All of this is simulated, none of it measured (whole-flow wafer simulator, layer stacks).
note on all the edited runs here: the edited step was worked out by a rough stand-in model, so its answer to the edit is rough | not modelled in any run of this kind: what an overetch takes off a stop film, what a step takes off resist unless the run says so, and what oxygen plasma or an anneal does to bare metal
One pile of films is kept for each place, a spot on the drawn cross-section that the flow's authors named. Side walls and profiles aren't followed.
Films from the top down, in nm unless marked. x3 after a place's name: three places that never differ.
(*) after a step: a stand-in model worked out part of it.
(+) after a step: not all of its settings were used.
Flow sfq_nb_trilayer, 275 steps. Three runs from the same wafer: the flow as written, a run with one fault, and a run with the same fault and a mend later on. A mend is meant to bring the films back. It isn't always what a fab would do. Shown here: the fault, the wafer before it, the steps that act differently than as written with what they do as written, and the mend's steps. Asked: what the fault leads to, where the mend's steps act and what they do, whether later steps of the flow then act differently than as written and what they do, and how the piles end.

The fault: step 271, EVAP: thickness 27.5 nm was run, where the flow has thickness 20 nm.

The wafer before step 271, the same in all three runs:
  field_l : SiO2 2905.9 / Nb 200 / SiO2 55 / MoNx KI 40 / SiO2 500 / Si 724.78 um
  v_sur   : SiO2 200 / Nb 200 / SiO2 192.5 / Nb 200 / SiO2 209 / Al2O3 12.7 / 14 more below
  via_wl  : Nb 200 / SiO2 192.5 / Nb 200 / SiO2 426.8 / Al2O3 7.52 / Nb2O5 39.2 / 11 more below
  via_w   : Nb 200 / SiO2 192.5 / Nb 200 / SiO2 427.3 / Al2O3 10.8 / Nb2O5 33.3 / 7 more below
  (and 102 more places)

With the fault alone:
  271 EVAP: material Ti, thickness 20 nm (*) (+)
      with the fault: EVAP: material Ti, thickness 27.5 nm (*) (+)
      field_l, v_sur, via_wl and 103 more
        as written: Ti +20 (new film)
        with the fault: Ti +27.5 (new film)
  Later steps of the flow that act differently than as written:
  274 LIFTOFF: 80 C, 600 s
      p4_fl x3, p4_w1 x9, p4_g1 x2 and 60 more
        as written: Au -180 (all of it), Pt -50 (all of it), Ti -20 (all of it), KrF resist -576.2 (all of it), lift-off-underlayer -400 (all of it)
        with the fault: Au -180 (all of it), Pt -50 (all of it), Ti -27.5 (all of it), KrF resist -576.2 (all of it), lift-off-underlayer -400 (all of it)
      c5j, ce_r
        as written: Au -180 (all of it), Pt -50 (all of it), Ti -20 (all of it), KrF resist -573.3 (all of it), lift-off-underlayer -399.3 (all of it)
        with the fault: Au -180 (all of it), Pt -50 (all of it), Ti -27.5 (all of it), KrF resist -573.3 (all of it), lift-off-underlayer -399.3 (all of it)
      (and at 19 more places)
  At the end the piles differ from the flow's by more than 2% or 0.5 nm, whichever is larger, at field_l, v_sur, via_wl and 8 more.
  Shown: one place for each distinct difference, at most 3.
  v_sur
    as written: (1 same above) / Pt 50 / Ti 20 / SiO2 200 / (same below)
    with the fault: (1 same above) / Pt 50 / Ti 27.5 / SiO2 200 / (same below)
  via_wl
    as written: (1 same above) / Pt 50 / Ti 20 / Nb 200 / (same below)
    with the fault: (1 same above) / Pt 50 / Ti 27.5 / Nb 200 / (same below)
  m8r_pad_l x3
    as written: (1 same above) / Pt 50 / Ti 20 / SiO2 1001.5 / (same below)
    with the fault: (1 same above) / Pt 50 / Ti 27.5 / SiO2 1001.5 / (same below)

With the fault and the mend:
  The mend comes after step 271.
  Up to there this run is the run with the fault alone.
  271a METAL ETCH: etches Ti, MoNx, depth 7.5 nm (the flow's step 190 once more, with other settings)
      field_l, v_sur, via_wl and 103 more
        Ti -7.5
  No later step of the flow acts differently than as written at any place that is followed.
  At the end the piles are the same as the flow's at every place that both follow.
